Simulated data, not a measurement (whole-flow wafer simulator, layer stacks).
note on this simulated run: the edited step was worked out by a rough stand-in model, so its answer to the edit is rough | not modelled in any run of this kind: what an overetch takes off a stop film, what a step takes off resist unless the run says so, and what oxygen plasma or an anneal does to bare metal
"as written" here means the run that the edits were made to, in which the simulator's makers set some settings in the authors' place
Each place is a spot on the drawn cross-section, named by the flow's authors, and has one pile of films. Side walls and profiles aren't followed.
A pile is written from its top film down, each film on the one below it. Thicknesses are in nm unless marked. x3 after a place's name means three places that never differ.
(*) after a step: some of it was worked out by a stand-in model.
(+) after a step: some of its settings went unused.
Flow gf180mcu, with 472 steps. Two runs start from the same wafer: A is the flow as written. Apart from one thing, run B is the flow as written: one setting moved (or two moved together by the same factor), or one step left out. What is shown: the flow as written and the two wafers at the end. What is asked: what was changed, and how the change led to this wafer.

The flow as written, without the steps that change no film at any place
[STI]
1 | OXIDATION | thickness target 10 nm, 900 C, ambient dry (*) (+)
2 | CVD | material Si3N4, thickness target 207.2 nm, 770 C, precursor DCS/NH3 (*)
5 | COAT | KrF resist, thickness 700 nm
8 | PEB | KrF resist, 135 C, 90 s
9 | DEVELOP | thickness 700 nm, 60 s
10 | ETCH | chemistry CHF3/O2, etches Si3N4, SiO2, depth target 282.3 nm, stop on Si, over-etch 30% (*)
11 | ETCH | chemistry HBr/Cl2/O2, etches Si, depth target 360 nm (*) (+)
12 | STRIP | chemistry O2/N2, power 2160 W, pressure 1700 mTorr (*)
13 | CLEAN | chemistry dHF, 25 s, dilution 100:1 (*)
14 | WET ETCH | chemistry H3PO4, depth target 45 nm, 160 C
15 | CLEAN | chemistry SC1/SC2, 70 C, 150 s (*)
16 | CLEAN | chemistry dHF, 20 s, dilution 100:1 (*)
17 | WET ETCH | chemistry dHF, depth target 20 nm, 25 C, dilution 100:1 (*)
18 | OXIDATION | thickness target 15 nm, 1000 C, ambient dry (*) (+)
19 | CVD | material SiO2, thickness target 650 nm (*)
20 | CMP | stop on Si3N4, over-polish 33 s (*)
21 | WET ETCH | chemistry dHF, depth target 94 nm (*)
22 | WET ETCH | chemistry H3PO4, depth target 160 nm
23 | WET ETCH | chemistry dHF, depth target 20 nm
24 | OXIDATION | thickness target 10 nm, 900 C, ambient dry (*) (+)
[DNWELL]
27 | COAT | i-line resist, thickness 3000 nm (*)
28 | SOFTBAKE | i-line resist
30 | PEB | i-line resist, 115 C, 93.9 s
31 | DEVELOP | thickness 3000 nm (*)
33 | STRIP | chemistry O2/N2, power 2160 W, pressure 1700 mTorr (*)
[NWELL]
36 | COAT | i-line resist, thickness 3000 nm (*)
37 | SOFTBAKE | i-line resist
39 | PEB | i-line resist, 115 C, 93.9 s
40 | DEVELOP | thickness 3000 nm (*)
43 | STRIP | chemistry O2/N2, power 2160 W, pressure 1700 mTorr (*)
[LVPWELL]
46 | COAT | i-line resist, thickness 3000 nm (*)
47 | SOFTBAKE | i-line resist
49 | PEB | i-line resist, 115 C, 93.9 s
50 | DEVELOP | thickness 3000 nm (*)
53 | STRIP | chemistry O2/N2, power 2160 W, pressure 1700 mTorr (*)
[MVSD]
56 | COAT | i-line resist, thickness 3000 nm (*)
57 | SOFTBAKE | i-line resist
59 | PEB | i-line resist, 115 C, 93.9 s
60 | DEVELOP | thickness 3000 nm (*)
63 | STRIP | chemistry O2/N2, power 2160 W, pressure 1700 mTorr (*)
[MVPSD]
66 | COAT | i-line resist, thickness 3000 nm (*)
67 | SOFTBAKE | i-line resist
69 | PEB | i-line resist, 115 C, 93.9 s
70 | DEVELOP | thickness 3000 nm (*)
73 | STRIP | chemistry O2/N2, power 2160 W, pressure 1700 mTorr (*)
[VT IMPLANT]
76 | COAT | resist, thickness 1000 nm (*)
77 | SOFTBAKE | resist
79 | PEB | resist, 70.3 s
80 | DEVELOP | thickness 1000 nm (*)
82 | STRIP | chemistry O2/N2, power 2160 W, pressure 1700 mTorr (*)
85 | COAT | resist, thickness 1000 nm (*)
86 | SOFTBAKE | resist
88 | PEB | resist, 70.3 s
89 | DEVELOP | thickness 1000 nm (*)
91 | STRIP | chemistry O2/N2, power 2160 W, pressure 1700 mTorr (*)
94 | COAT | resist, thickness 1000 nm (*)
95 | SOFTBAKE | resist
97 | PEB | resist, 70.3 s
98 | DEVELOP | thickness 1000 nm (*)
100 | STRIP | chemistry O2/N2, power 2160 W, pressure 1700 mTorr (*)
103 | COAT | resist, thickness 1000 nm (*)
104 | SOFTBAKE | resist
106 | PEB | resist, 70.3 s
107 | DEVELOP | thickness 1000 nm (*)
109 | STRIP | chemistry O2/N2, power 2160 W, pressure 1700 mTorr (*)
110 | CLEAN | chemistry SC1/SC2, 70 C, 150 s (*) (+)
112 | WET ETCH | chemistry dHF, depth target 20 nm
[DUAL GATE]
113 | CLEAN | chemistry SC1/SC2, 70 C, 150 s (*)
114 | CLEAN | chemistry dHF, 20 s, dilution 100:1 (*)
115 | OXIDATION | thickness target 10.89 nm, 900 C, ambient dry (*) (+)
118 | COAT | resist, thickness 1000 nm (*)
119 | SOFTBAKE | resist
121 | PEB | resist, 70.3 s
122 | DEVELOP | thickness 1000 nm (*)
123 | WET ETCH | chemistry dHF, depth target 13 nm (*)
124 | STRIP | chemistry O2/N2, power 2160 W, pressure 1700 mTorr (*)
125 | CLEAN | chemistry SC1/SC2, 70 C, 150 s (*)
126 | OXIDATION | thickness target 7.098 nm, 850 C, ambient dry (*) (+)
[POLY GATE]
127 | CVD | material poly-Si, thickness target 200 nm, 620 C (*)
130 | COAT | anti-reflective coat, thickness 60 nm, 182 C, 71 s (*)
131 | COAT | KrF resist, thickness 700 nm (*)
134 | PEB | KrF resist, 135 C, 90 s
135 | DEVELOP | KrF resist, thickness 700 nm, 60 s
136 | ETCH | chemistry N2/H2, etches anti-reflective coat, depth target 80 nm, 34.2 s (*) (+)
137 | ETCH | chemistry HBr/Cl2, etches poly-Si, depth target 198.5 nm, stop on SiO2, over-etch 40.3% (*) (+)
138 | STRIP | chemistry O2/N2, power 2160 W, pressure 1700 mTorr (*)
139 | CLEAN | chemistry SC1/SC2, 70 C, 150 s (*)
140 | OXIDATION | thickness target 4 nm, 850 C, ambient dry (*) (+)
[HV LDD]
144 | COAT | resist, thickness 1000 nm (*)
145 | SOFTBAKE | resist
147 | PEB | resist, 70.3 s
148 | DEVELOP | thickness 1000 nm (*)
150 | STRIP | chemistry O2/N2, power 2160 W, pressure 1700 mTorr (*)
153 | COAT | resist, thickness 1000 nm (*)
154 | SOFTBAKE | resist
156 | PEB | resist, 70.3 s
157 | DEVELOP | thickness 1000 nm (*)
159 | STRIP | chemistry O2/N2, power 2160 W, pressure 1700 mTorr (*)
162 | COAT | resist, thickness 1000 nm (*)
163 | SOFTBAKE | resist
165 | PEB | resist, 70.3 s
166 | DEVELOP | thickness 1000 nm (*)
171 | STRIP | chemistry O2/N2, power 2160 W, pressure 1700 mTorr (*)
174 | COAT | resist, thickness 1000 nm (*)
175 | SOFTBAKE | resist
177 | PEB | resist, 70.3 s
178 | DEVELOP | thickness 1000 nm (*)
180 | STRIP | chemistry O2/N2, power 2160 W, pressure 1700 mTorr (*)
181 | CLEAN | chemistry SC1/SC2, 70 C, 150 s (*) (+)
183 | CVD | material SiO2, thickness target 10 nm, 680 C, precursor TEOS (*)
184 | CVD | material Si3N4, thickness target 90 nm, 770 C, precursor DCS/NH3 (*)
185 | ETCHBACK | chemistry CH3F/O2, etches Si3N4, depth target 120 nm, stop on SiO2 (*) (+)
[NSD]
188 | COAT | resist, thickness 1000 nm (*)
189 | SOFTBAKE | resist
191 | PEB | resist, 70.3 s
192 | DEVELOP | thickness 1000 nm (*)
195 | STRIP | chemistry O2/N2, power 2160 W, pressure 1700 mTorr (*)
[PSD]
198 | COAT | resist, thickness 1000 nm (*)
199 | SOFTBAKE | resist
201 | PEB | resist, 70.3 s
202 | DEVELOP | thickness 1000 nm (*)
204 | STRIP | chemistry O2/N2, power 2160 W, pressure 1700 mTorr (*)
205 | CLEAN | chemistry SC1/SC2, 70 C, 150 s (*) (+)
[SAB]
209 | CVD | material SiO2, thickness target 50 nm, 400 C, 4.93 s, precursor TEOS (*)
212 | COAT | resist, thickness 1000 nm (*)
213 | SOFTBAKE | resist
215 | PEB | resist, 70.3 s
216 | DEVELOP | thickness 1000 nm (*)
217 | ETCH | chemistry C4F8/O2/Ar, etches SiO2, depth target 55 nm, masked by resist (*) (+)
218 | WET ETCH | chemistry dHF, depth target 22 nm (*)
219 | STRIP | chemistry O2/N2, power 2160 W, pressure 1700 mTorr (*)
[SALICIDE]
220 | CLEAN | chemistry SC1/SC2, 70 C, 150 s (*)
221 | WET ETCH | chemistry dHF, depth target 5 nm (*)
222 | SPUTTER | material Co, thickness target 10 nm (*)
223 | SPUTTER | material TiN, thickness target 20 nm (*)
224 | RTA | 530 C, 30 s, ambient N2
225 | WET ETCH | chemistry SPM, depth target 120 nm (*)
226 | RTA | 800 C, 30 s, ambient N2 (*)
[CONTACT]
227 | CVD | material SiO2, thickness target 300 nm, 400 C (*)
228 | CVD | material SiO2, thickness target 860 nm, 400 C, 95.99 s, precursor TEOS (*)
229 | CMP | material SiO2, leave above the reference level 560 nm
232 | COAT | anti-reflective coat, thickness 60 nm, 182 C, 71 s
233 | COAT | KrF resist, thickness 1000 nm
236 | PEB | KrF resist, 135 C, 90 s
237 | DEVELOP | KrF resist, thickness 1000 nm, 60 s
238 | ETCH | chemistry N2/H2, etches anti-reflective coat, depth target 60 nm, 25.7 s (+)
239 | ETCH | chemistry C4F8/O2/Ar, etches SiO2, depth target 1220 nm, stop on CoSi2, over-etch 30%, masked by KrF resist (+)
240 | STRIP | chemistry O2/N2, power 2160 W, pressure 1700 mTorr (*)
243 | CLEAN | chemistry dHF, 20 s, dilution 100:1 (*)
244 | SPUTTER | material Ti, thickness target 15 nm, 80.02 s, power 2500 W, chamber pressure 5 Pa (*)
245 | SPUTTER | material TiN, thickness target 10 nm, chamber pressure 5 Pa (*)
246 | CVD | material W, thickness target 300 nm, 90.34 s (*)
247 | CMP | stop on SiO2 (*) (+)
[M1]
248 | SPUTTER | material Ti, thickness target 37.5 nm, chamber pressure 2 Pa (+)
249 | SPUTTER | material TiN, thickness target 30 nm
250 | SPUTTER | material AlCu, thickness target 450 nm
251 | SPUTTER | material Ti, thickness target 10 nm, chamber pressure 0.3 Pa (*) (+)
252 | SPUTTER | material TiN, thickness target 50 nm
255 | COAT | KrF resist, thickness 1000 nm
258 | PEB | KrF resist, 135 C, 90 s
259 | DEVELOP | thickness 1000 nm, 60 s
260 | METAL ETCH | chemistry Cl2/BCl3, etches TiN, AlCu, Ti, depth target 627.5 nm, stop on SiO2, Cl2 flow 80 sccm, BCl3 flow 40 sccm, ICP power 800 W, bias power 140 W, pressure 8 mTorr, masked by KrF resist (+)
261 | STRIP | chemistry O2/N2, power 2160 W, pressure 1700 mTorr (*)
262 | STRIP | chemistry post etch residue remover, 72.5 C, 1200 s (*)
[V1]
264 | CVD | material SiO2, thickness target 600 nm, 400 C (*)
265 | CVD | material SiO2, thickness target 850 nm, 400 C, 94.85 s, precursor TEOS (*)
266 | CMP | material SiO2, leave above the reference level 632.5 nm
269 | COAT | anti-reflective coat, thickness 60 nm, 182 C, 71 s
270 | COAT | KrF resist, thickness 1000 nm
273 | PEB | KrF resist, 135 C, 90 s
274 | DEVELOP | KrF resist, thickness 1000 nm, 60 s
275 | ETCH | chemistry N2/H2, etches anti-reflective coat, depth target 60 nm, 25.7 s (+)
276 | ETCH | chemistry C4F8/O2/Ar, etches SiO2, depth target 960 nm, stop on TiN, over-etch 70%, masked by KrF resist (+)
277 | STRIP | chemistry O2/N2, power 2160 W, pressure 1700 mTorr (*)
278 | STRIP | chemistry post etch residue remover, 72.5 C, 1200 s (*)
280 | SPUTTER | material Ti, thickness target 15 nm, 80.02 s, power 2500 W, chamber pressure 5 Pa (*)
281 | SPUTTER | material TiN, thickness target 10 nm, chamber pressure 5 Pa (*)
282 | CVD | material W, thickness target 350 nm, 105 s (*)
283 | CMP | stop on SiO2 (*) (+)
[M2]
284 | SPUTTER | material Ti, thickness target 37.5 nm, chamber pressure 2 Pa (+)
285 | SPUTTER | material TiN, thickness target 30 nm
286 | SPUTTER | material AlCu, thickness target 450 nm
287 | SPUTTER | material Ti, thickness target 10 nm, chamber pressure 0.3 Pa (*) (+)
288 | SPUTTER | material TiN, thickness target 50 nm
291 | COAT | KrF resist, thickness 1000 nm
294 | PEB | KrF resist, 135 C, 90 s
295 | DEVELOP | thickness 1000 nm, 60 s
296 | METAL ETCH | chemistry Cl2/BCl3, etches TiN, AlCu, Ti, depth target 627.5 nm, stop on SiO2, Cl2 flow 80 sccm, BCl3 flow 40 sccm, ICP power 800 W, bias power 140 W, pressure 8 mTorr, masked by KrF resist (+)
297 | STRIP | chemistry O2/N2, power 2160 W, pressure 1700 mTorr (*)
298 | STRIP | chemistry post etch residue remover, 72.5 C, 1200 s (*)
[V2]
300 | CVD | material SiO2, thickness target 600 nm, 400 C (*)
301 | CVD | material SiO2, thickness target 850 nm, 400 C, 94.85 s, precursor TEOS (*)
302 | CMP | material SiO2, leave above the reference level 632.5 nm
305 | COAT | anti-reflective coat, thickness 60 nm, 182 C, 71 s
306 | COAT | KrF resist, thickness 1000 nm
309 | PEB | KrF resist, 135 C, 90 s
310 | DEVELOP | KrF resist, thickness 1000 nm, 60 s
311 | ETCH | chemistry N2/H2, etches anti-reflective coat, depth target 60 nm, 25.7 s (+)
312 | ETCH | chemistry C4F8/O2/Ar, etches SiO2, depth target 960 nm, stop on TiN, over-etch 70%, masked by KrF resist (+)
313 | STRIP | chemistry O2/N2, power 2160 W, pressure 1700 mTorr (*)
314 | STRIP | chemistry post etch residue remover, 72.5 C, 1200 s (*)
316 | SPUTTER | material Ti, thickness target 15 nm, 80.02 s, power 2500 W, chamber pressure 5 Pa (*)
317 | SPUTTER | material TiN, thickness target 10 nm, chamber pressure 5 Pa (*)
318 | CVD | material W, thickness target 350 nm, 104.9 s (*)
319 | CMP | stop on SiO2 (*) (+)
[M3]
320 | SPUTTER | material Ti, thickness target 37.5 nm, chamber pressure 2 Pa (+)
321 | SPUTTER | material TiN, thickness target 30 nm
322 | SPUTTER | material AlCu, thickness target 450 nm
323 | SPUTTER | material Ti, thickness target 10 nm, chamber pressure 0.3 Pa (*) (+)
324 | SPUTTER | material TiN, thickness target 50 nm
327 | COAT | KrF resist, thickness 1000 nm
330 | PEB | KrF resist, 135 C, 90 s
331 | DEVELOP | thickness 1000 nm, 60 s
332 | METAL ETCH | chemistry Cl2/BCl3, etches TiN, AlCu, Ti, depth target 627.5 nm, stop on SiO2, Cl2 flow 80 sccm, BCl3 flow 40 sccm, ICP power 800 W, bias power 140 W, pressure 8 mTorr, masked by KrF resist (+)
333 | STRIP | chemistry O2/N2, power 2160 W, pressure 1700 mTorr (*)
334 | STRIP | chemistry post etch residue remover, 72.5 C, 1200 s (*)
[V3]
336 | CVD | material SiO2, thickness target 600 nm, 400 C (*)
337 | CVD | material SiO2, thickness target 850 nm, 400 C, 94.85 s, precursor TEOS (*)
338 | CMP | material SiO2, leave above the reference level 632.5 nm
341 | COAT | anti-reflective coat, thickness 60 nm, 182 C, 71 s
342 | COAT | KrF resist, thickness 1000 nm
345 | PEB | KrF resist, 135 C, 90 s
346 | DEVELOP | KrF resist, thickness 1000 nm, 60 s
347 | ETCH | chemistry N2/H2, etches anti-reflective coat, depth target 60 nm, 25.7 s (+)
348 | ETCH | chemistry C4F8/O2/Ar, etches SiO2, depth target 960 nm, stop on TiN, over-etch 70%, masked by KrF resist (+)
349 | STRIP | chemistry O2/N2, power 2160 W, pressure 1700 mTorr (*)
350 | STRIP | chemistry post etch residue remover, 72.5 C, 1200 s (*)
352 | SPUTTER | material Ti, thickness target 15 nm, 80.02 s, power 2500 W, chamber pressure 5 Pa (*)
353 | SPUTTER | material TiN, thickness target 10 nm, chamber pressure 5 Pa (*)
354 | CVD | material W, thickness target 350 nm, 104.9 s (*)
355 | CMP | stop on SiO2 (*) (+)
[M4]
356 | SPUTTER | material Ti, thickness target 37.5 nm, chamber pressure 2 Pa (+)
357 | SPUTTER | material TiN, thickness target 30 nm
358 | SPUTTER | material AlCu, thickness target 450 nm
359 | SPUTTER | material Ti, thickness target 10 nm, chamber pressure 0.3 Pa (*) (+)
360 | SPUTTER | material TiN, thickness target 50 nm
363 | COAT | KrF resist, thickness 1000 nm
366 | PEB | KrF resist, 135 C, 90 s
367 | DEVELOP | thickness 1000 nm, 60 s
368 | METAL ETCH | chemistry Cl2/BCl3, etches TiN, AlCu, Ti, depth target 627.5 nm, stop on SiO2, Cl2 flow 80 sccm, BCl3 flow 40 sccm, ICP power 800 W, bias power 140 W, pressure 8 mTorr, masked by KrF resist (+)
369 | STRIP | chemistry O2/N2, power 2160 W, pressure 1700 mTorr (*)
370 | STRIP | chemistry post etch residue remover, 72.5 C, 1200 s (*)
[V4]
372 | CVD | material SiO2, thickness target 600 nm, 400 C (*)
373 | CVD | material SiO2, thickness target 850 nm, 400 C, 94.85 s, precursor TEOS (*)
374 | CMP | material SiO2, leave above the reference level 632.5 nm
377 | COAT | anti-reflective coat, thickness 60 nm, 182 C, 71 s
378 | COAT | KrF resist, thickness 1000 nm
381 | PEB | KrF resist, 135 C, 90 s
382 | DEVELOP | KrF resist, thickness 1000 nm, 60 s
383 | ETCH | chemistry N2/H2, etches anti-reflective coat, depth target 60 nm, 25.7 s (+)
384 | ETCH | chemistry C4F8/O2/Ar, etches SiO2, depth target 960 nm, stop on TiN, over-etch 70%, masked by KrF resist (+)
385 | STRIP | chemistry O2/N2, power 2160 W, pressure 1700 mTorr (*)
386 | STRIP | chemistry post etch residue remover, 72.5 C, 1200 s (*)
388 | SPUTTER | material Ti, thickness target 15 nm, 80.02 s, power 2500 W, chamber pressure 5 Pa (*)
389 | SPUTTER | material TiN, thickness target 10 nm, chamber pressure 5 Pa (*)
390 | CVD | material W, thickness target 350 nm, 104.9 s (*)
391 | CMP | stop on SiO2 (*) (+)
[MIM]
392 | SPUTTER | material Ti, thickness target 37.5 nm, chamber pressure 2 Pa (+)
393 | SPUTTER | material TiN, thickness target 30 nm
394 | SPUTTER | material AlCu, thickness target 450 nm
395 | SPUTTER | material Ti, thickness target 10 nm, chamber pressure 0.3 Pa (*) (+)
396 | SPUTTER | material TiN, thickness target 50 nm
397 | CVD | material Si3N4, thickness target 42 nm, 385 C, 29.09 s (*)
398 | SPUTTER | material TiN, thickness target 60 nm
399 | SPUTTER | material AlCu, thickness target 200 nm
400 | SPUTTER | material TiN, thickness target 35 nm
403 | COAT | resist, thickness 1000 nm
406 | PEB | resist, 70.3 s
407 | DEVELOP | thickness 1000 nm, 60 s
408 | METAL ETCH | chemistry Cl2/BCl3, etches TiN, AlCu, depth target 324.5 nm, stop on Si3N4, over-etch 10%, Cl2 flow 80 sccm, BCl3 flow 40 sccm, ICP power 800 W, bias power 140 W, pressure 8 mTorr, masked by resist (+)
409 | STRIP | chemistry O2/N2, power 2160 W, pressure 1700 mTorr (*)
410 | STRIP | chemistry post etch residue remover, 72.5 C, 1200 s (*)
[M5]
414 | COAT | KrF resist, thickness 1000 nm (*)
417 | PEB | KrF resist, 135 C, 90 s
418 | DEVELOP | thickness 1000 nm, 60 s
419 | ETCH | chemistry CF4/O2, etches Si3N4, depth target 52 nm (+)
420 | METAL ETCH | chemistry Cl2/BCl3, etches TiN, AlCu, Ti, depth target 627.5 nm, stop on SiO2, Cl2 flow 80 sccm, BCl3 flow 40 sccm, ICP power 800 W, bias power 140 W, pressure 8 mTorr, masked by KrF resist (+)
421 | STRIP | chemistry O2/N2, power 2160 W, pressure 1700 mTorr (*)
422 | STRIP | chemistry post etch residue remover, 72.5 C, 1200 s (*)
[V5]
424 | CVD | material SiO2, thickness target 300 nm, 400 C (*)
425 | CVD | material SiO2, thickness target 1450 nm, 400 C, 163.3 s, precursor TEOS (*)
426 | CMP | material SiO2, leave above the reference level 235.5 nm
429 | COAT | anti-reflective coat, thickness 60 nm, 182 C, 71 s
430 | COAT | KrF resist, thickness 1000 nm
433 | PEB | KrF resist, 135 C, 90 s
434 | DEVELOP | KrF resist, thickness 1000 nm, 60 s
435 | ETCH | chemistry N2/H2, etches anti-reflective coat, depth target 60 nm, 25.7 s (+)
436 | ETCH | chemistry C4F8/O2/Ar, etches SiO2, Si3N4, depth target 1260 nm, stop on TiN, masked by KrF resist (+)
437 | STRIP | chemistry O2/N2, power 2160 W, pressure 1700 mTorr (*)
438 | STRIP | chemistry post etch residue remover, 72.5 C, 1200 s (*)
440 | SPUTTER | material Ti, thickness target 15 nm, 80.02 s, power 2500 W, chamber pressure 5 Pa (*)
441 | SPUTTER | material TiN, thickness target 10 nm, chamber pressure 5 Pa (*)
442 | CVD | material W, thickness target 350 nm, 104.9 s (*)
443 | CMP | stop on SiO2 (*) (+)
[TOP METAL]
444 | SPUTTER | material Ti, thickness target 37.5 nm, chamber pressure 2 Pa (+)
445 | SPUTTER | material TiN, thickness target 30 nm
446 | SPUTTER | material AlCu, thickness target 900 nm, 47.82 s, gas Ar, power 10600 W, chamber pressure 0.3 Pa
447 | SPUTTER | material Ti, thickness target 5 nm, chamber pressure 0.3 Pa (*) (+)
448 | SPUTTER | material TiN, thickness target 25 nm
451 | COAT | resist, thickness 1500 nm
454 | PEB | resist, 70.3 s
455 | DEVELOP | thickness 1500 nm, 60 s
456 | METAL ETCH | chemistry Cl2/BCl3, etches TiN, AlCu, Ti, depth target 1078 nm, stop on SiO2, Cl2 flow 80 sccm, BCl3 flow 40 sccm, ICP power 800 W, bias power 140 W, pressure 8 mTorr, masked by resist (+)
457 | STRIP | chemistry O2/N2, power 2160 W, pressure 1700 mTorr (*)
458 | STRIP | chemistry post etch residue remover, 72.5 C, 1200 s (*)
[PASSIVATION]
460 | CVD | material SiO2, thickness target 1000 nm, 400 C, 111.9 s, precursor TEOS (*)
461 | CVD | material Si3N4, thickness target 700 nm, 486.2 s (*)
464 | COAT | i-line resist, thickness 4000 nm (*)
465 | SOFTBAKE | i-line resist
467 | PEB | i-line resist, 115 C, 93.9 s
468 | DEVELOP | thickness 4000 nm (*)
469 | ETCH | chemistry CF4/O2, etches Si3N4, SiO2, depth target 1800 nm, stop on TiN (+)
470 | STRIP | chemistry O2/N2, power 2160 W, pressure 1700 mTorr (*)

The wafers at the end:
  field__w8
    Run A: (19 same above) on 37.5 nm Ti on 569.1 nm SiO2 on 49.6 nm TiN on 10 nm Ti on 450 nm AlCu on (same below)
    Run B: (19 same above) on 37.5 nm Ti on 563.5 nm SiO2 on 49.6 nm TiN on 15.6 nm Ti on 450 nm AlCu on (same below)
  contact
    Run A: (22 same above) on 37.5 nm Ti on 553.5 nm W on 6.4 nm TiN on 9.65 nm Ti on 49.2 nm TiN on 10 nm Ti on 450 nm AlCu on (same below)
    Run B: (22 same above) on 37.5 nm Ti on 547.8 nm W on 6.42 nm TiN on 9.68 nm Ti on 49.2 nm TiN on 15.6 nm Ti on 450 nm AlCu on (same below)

The reason: step 323, SPUTTER: thickness target 15.6 nm was run, though the flow has thickness target 10 nm.
One can read it off the wafer: field__w8 has Ti 15.6, and step 323 as written asks for 10 nm.

The path from the change to this, step by step:
  323 | SPUTTER | material Ti, thickness target 10 nm, chamber pressure 0.3 Pa (*) (+)
      field, field__w1, field__w2 and 108 more: A Ti gains 10 (new film) | B Ti gains 15.6 (new film)
  332 | METAL ETCH | chemistry Cl2/BCl3, etches TiN, AlCu, Ti, depth target 627.5 nm, stop on SiO2, Cl2 flow 80 sccm, BCl3 flow 40 sccm, ICP power 800 W, bias power 140 W, pressure 8 mTorr, masked by KrF resist (+)
      field, field__w1, field__w2 and 103 more: A TiN loses 50 (all of it), Ti loses 10 (all of it), AlCu loses 450 (all of it), TiN loses 30 (all of it), Ti loses 37.5 (all of it) | B TiN loses 50 (all of it), Ti loses 15.6 (all of it), AlCu loses 450 (all of it), TiN loses 30 (all of it), Ti loses 37.5 (all of it)
